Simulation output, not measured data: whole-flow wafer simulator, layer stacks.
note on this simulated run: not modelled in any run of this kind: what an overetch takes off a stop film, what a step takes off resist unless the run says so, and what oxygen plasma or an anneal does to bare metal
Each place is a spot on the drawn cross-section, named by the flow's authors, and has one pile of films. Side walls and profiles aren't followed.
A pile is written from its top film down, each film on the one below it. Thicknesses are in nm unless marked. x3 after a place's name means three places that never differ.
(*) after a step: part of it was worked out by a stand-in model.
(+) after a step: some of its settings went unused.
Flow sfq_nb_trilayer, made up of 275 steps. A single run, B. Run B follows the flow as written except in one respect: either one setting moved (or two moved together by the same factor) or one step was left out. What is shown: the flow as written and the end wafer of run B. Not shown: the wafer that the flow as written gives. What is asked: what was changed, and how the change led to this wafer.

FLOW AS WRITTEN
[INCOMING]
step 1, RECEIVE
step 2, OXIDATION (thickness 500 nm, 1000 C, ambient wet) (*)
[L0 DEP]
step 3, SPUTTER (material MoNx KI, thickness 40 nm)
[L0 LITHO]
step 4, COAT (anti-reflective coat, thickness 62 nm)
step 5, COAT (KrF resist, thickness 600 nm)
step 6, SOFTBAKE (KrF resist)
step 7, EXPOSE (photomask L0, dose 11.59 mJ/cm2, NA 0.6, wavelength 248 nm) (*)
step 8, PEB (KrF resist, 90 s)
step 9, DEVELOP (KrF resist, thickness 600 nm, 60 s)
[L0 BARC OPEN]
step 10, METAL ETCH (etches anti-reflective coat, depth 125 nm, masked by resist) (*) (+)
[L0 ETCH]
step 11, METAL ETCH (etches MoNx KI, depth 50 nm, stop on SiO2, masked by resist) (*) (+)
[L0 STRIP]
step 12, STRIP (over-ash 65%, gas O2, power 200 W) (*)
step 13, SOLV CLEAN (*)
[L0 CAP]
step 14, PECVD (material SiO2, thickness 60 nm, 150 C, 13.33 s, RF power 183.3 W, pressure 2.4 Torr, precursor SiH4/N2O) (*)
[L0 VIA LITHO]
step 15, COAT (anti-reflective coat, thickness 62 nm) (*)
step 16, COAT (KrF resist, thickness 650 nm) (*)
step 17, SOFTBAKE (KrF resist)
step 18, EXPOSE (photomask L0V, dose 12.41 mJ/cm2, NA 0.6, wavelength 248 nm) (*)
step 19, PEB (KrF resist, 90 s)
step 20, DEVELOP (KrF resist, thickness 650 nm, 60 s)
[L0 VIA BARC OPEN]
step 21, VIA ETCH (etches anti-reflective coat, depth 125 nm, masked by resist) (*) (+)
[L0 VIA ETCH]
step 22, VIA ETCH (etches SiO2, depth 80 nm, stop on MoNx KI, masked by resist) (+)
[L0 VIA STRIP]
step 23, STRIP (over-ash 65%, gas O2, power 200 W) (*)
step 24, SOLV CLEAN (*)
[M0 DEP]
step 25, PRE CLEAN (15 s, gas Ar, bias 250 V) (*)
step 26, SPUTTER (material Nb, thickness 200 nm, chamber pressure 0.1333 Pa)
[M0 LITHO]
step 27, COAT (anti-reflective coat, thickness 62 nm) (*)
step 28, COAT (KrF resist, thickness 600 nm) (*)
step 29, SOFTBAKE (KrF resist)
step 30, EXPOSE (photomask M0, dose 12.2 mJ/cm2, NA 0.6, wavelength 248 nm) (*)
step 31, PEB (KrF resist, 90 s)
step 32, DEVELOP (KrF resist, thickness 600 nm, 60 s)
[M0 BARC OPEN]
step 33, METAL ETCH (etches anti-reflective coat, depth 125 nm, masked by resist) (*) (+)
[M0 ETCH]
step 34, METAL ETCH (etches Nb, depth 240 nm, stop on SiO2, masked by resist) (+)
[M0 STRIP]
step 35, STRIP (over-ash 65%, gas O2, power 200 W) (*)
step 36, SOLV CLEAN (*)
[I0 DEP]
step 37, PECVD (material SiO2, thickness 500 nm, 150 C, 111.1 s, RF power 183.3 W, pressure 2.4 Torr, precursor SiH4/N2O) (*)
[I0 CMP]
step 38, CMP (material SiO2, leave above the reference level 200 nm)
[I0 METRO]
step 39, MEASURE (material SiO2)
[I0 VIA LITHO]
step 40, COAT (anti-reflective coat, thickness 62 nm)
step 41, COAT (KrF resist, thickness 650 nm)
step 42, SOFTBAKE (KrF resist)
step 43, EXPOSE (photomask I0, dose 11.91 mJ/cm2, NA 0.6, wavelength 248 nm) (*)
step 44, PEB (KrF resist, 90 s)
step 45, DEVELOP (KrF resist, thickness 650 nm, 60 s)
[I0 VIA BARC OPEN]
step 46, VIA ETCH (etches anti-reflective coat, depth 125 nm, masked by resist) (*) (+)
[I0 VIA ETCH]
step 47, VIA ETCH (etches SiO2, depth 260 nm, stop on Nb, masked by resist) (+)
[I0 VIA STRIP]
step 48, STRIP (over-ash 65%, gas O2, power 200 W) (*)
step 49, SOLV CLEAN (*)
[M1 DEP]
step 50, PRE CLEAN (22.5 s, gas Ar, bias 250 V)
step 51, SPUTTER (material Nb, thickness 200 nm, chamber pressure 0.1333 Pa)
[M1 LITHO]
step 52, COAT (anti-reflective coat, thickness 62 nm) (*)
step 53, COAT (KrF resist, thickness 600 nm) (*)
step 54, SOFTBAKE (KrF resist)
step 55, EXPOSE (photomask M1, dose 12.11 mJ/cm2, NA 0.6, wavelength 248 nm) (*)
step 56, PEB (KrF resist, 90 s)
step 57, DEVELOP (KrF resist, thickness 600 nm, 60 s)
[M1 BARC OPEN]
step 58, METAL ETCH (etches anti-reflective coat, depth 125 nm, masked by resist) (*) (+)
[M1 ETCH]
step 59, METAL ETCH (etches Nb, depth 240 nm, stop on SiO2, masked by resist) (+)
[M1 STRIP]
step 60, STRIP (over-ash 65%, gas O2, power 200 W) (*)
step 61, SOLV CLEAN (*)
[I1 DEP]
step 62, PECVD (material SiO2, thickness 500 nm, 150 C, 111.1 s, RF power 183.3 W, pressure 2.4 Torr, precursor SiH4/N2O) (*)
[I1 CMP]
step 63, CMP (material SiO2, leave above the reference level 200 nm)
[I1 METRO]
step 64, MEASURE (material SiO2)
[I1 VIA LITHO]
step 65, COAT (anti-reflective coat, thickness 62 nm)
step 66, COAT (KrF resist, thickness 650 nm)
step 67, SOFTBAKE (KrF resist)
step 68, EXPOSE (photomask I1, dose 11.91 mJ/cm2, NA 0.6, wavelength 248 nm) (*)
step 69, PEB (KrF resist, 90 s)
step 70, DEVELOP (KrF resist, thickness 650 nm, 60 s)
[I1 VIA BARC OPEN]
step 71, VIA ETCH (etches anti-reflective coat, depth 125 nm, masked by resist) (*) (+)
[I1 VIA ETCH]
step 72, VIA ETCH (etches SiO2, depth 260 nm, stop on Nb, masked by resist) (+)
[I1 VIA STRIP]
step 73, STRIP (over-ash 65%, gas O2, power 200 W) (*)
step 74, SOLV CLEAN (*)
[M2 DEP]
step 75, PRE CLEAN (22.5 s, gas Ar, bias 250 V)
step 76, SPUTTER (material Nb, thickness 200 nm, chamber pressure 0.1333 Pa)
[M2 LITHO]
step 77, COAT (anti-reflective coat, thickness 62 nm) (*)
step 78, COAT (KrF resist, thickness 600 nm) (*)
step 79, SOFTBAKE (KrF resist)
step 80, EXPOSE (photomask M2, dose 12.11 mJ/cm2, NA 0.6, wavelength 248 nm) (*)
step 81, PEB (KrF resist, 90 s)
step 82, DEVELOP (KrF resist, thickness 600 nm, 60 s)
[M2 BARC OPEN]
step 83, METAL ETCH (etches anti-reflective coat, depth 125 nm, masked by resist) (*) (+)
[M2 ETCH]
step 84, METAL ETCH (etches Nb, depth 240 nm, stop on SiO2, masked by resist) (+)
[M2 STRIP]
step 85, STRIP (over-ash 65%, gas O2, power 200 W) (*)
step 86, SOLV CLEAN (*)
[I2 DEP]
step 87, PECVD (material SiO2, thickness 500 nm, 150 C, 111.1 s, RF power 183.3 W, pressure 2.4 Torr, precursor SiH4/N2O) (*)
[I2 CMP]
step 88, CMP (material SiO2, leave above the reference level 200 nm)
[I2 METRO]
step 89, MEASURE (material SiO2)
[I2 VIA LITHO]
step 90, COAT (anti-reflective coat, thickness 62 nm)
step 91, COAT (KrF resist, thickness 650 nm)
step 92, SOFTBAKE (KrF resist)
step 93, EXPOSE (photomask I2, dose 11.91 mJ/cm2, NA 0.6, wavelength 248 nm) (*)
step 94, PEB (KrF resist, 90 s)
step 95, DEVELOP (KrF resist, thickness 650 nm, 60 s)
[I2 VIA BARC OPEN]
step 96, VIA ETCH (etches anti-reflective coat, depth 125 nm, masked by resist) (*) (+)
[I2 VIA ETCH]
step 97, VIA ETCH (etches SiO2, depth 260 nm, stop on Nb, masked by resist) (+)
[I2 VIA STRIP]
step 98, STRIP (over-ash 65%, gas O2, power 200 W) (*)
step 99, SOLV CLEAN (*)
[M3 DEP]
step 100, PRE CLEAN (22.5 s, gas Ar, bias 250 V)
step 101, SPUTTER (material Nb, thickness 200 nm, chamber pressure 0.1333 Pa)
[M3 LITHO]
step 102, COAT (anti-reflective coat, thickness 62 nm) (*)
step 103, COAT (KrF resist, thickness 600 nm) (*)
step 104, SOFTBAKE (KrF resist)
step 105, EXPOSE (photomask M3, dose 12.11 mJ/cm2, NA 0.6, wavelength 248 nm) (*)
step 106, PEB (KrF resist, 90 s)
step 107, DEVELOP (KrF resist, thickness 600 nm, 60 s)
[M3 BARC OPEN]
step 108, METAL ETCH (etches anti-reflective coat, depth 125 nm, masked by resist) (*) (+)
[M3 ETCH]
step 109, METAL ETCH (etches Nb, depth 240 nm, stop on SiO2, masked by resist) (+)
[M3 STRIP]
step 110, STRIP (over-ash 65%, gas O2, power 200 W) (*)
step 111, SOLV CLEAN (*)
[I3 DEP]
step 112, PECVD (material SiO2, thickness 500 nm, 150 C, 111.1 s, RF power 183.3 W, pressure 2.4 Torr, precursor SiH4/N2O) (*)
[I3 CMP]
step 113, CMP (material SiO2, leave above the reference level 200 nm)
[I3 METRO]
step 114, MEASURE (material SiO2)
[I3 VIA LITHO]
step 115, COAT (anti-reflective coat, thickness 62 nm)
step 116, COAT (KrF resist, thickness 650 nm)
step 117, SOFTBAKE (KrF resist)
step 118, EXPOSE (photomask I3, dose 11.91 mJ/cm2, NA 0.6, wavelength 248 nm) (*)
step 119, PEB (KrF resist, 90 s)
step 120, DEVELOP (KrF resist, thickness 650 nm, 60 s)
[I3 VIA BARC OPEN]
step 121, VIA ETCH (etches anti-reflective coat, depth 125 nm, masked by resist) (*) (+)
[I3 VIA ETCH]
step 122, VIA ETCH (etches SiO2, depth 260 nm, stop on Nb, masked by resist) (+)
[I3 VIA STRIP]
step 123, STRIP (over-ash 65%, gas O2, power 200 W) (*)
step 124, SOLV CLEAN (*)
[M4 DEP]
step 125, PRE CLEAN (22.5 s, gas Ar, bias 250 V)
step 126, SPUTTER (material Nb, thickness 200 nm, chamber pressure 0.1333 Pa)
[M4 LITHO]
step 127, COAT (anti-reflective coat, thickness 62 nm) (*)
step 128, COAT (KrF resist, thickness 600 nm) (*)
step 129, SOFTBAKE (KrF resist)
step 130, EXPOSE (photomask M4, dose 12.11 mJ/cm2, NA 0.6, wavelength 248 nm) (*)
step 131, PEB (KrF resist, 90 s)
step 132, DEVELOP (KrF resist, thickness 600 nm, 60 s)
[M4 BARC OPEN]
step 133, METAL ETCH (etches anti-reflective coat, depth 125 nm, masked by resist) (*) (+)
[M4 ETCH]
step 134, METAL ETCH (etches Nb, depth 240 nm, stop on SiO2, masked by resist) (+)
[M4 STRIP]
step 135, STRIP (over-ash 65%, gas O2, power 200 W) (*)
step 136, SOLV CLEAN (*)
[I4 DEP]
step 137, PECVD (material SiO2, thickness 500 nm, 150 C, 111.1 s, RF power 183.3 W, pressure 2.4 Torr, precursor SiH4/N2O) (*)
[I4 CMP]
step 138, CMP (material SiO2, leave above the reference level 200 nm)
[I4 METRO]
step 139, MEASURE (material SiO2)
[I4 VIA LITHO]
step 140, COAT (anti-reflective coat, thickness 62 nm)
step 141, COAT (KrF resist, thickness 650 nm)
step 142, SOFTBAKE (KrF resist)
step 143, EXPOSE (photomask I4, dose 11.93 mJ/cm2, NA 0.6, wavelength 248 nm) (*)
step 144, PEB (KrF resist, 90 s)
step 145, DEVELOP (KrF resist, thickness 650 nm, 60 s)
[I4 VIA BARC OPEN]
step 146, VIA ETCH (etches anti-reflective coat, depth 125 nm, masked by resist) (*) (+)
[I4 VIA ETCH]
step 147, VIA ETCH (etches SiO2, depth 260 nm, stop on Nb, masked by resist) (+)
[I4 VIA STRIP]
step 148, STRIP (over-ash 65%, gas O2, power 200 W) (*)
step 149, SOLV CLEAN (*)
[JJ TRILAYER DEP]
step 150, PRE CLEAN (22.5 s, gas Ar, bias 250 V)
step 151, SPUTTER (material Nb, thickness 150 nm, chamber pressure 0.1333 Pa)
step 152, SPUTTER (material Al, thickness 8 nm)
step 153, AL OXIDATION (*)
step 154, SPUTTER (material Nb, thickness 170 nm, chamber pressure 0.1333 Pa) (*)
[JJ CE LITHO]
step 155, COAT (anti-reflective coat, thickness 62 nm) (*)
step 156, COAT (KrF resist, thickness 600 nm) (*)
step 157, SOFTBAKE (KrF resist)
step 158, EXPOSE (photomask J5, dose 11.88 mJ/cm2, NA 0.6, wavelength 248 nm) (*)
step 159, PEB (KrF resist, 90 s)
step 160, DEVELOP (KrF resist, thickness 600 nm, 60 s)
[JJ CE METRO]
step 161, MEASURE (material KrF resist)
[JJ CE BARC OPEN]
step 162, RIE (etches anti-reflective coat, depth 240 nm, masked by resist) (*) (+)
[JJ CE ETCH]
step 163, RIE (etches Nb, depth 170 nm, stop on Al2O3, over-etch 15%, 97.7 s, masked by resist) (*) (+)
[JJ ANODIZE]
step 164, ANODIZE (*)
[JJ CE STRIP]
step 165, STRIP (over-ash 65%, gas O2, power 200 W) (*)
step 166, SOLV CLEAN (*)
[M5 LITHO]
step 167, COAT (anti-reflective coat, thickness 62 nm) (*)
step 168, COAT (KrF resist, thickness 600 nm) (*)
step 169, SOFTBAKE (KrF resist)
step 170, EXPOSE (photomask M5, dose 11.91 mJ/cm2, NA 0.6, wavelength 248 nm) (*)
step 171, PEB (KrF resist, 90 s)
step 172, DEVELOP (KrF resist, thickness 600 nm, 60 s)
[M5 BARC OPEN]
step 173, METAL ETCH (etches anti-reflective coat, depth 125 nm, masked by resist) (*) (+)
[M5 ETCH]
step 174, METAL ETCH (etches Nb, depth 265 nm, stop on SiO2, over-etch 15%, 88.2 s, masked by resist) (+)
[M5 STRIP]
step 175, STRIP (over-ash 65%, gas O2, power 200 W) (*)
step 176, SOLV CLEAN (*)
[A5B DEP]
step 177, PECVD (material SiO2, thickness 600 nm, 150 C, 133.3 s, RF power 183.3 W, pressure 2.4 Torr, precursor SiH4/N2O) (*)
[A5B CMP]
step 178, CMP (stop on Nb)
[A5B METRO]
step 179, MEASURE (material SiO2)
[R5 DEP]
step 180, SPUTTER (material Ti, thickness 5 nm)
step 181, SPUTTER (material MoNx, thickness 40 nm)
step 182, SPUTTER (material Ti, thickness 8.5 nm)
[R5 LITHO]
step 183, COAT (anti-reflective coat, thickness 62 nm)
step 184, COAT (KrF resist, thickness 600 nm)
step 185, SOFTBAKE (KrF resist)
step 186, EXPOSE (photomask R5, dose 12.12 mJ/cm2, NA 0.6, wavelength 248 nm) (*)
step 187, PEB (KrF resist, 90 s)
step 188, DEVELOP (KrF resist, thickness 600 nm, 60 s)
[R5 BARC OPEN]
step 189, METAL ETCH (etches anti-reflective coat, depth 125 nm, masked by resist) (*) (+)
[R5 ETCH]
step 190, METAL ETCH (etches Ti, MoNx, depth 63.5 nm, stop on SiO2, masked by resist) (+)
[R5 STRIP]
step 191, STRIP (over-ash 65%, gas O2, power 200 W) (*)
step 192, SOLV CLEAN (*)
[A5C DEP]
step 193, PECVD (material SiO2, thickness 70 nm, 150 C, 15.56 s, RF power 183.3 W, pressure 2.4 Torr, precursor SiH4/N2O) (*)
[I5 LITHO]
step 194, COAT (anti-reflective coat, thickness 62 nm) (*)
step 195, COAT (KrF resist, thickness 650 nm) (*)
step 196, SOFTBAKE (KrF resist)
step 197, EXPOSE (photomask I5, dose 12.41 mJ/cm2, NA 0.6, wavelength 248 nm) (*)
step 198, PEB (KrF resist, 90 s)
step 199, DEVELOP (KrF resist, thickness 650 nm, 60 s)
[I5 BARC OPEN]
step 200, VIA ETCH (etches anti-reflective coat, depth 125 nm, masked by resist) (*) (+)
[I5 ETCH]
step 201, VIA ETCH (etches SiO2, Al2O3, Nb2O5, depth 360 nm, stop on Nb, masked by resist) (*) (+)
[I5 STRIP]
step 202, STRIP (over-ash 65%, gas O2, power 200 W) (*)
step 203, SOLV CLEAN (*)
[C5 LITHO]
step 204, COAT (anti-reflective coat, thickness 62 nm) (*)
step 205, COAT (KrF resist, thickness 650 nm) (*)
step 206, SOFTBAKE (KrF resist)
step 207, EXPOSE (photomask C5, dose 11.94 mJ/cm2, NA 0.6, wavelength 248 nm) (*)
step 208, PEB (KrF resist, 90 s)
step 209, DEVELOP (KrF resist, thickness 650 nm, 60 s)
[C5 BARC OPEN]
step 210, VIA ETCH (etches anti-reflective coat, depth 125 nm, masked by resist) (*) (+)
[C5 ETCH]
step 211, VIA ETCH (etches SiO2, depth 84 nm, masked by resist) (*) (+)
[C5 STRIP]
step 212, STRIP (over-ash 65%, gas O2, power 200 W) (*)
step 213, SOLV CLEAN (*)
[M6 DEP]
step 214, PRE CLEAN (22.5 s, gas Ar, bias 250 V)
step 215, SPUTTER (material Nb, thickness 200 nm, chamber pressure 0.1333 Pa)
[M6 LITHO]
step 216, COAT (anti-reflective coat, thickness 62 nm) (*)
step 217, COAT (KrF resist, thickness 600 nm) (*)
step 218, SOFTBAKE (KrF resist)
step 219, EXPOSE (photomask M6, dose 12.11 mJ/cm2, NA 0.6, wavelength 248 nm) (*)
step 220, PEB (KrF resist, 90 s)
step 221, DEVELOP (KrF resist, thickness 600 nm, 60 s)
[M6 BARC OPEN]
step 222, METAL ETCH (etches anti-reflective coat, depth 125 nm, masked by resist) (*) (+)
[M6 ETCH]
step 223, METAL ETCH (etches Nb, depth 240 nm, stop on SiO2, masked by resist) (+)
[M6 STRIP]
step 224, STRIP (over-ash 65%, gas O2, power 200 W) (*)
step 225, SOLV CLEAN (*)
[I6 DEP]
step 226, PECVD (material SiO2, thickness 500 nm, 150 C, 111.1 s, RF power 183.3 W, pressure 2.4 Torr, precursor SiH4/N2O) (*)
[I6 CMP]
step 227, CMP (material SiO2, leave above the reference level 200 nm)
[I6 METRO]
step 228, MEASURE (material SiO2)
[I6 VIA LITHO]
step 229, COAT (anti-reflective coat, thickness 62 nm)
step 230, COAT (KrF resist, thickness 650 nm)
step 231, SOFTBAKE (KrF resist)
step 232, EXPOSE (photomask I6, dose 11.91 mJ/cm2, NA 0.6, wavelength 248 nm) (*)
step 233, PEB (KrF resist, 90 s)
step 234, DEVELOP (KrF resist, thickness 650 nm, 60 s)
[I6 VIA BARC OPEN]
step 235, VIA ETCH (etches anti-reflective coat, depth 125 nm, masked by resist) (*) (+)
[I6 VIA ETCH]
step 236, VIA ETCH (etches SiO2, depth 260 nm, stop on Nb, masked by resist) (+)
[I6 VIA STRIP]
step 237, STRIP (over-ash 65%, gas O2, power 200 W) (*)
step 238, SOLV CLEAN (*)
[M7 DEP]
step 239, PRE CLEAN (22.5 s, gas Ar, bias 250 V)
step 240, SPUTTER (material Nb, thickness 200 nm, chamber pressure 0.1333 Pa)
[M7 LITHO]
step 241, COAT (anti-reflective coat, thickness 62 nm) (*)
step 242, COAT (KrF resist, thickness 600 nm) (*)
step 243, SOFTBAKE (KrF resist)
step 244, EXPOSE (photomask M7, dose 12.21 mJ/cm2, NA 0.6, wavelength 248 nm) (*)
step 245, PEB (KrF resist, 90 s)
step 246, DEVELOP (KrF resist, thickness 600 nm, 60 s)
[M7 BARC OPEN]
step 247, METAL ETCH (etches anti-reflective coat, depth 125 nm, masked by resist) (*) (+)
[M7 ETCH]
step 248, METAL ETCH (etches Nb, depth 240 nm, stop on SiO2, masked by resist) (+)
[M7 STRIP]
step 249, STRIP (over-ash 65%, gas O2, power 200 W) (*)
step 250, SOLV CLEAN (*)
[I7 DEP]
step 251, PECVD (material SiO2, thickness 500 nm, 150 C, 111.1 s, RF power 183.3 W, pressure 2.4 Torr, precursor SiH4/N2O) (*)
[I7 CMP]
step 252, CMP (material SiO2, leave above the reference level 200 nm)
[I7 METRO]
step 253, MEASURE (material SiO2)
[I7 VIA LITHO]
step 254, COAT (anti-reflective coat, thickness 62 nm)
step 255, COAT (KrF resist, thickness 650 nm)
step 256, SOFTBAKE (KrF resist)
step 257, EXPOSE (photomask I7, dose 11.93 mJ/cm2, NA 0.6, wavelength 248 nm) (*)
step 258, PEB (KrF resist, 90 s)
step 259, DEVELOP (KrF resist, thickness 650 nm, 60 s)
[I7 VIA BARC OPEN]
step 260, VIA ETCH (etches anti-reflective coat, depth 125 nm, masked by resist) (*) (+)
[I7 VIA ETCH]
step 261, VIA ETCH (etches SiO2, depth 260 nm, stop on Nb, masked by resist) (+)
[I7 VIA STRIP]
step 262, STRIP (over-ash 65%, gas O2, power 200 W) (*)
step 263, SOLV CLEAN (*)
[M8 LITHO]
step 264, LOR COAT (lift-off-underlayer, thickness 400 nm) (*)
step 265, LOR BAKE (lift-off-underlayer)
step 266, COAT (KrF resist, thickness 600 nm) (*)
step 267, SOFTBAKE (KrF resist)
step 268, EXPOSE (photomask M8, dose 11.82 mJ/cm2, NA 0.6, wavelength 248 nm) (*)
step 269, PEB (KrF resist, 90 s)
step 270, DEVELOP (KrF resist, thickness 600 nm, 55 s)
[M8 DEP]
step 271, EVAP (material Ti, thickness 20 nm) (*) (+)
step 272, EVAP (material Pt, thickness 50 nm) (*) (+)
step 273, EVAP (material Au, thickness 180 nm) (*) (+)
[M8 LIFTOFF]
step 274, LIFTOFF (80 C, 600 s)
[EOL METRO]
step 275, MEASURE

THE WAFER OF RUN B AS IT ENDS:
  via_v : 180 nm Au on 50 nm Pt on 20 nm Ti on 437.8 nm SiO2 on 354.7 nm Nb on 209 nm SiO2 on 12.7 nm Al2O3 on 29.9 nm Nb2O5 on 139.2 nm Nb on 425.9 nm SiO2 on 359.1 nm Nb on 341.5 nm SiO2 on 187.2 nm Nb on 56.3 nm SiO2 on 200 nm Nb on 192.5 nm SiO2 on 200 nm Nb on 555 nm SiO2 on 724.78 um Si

The reason: step 72, VIA ETCH: depth 136 nm was run, while the flow as written has depth 260 nm.

How this came from the change, step by step:
  step 72, VIA ETCH (etches SiO2, depth 260 nm, stop on Nb, masked by resist) (+)
      via_v: -136 SiO2 (it would be, as written: -199.8 SiO2 (all of it))
      field_l, v_sur, via_wl and 102 more: -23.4 KrF resist (it would be, as written: -44.8 KrF resist)
  step 73, STRIP (over-ash 65%, gas O2, power 200 W) (*)
      field_l, v_sur, via_wl and 102 more: -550 KrF resist (all of it), -62 anti-reflective coat (all of it) (it would be, as written: -528.6 KrF resist (all of it), -62 anti-reflective coat (all of it))
  step 75, PRE CLEAN (22.5 s, gas Ar, bias 250 V)
      via_v: -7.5 SiO2 (it would be, as written: -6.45 Nb)
  step 76, SPUTTER (material Nb, thickness 200 nm, chamber pressure 0.1333 Pa)
      via_v: +187.2 Nb (new film) (it would be, as written: +174.5 Nb)
  step 77, COAT (anti-reflective coat, thickness 62 nm) (*)
      via_sp: +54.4 anti-reflective coat (new film) (it would be, as written: +53.2 anti-reflective coat (new film))
      via_v: +108.8 anti-reflective coat (new film) (it would be, as written: +123.1 anti-reflective coat (new film))
      (and at 1 other place as well)
  step 78, COAT (KrF resist, thickness 600 nm) (*)
      via_v: +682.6 KrF resist (new film) (it would be, as written: +733.7 KrF resist (new film))
  step 85, STRIP (over-ash 65%, gas O2, power 200 W) (*)
      via_sp: -378.6 KrF resist (all of it), -54.4 anti-reflective coat (all of it) (it would be, as written: -374.4 KrF resist (all of it), -53.2 anti-reflective coat (all of it))
      via_v: -464.8 KrF resist (all of it), -108.8 anti-reflective coat (all of it) (it would be, as written: -515.8 KrF resist (all of it), -123.1 anti-reflective coat (all of it))
      (and at 1 other place as well)
  step 87, PECVD (material SiO2, thickness 500 nm, 150 C, 111.1 s, RF power 183.3 W, pressure 2.4 Torr, precursor SiH4/N2O) (*)
      via_v: +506 SiO2 (new film) (it would be, as written: +606 SiO2 (new film))
  step 88, CMP (material SiO2, leave above the reference level 200 nm)
      via_v: -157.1 SiO2 (it would be, as written: -181.6 SiO2)
If metal films that touch count as one body, via_v has 7 bodies (between them, from the top down: SiO2 437.8; SiO2 209 / Al2O3 12.7 / Nb2O5 29.9; SiO2 425.9; SiO2 341.5; SiO2 56.3; SiO2 192.5); the flow as written gives 6 bodies (between them, from the top down: SiO2 437.8; SiO2 209 / Al2O3 12.7 / Nb2O5 29.9; SiO2 425.9; SiO2 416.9; SiO2 192.5).
